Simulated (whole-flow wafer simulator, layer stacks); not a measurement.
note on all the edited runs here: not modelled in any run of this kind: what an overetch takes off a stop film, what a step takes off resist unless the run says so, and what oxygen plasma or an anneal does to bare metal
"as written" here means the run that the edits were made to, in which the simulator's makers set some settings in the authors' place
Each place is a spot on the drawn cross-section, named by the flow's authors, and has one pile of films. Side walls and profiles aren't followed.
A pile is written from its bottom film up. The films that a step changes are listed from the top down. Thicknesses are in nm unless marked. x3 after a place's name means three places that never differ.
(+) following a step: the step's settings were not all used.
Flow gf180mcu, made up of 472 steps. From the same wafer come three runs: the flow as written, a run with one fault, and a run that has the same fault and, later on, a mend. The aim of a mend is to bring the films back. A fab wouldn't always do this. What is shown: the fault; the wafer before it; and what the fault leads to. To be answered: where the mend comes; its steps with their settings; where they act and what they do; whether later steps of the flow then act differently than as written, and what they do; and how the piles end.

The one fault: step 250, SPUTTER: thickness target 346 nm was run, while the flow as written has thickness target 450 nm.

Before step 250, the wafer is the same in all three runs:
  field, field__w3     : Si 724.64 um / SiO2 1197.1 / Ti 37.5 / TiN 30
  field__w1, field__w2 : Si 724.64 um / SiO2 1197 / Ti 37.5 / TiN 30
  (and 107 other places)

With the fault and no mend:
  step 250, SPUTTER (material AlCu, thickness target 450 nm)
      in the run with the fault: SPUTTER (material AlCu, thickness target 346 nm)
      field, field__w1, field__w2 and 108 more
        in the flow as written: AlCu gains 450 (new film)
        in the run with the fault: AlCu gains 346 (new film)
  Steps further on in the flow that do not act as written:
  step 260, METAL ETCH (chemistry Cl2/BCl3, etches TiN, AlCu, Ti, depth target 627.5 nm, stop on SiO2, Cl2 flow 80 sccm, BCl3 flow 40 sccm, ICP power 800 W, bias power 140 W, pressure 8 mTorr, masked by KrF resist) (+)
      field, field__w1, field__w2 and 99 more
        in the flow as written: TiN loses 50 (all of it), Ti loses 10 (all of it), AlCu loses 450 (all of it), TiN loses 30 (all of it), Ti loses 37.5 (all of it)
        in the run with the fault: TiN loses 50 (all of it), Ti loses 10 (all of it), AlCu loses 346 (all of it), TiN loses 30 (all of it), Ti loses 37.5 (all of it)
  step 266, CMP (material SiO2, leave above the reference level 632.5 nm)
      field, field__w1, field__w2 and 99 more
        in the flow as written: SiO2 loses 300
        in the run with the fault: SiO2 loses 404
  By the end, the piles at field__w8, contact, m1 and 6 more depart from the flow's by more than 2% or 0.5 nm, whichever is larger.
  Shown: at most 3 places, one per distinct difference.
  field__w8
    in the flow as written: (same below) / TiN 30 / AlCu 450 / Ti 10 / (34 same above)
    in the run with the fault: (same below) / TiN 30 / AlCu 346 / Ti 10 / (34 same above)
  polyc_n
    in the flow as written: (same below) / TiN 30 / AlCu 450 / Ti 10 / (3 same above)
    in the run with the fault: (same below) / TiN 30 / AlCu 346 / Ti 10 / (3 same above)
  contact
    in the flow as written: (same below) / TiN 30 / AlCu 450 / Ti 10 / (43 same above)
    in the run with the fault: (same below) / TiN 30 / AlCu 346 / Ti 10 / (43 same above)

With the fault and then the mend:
  After step 250 comes the mend.
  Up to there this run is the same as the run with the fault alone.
  step 250a, SPUTTER (material AlCu, thickness target 104 nm) (the flow's step 250, run once more with other settings)
      field, field__w1, field__w2 and 108 more
        AlCu gains 104
  Later steps of the flow that are run all act as written at every place that is followed.
  At every place that both follow, the piles at the end match the flow's.
